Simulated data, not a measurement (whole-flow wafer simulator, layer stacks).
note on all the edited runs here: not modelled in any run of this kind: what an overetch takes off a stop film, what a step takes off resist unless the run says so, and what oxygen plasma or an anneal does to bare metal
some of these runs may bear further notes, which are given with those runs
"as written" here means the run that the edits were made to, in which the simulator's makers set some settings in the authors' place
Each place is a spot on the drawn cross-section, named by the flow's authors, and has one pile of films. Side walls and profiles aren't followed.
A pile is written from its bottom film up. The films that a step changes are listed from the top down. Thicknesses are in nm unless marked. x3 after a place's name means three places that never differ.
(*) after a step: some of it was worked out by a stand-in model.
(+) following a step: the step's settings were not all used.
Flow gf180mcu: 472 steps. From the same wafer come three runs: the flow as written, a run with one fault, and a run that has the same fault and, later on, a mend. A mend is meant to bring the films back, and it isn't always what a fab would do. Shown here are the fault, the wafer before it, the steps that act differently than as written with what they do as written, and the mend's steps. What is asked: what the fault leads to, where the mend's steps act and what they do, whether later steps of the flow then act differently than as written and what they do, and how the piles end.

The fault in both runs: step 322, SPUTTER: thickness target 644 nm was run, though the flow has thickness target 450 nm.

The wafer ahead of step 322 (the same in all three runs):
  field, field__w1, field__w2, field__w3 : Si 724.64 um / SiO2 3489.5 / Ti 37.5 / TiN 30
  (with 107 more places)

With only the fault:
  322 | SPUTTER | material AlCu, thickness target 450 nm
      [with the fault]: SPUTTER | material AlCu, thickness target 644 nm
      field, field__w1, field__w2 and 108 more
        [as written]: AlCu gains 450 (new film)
        [with the fault]: AlCu gains 644 (new film)
  Steps further on in the flow that do not act as written:
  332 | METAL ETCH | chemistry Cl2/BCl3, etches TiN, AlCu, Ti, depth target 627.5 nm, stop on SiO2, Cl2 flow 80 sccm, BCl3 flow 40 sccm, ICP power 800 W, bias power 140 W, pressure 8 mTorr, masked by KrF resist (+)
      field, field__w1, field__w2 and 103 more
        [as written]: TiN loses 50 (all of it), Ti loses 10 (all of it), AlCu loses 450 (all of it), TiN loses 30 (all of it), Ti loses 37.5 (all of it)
        [with the fault]: TiN loses 50 (all of it), Ti loses 10 (all of it), AlCu loses 567.5
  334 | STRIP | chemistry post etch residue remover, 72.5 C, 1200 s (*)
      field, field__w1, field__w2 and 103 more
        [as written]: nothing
        [with the fault]: AlCu loses 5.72
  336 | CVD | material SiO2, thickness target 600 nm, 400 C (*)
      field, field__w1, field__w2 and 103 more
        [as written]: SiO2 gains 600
        [with the fault]: SiO2 gains 600 (new film)
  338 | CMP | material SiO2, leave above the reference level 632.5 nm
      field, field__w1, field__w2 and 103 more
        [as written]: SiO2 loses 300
        [with the fault]: SiO2 loses 244.3
  At field, field__w1, field__w2 and 109 more, the piles at the end differ from the flow's by more than 2% or 0.5 nm, whichever is larger.
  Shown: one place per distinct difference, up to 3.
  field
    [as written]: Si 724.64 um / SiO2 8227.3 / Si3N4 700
    [with the fault]: Si 724.64 um / SiO2 3489.5 / Ti 37.5 / TiN 30 / AlCu 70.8 / SiO2 4793.5 / Si3N4 700
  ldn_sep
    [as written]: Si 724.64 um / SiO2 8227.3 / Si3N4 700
    [with the fault]: Si 724.64 um / SiO2 3489.4 / Ti 37.5 / TiN 30 / AlCu 70.8 / SiO2 4793.5 / Si3N4 700
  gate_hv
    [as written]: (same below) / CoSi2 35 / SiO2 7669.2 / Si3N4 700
    [with the fault]: (same below) / CoSi2 35 / SiO2 2931.3 / Ti 37.5 / TiN 30 / AlCu 70.8 / SiO2 4793.5 / Si3N4 700

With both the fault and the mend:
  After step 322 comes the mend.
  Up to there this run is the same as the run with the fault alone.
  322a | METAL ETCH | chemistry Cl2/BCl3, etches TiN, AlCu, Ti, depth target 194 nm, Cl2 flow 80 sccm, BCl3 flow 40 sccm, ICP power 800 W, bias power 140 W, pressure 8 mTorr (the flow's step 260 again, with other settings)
      field, field__w1, field__w2 and 108 more
        AlCu loses 194
  Later steps of the flow that are run all act as written at every place that is followed.
  By the end, the piles equal the flow's at every place that both follow.
